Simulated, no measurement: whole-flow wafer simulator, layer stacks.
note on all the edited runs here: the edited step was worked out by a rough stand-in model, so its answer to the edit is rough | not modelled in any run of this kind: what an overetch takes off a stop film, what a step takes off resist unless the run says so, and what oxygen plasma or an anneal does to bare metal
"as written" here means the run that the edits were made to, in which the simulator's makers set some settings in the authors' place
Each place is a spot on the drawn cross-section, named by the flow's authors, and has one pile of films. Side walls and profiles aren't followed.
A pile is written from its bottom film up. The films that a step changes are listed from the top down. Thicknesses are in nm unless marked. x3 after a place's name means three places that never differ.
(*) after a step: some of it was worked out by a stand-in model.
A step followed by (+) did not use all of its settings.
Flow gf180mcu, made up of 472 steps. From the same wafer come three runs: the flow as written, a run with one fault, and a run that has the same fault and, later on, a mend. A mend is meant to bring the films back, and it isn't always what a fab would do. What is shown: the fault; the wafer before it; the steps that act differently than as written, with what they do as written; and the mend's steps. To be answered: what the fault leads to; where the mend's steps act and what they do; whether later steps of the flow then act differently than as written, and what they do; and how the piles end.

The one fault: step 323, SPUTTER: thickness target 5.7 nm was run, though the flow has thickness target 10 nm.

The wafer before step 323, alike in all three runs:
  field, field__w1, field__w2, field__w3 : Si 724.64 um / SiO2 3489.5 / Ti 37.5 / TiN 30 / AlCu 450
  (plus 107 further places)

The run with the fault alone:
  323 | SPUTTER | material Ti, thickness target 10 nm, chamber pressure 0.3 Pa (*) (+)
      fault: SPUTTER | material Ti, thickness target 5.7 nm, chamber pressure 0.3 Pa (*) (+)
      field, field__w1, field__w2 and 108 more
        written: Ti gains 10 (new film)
        fault: Ti gains 5.7 (new film)
  Later steps of the flow acting differently than as written (5 more steps, not shown, differ only slightly: by at most 2% or 0.5 nm, whichever is larger):
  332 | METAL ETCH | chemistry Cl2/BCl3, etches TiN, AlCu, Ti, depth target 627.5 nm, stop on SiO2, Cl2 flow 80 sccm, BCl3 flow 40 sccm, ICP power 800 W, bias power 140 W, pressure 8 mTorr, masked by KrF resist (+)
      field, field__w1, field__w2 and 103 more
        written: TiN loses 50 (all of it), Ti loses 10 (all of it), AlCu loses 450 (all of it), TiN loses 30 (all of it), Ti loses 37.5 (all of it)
        fault: TiN loses 50 (all of it), Ti loses 5.7 (all of it), AlCu loses 450 (all of it), TiN loses 30 (all of it), Ti loses 37.5 (all of it)
  The piles end different from the flow's at field__w8, contact, m1, m1__w1, m1_nw by more than 2% or 0.5 nm, whichever is larger.
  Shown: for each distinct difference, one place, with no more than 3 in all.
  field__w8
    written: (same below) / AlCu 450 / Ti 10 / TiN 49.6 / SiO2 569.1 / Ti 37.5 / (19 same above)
    fault: (same below) / AlCu 450 / Ti 5.7 / TiN 49.6 / SiO2 573.4 / Ti 37.5 / (19 same above)
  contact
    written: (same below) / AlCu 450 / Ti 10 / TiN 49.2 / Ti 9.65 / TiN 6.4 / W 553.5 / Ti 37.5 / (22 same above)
    fault: (same below) / AlCu 450 / Ti 5.7 / TiN 49.2 / Ti 9.63 / TiN 6.39 / W 557.8 / Ti 37.5 / (22 same above)

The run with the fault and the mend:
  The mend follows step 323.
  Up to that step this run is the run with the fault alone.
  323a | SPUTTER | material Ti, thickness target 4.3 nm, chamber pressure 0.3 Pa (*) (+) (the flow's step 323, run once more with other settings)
      field, field__w1, field__w2 and 108 more
        Ti gains 4.3
  Later steps of the flow that are run all act as written at every place that is followed.
  By the end, the piles equal the flow's at every place that both follow.
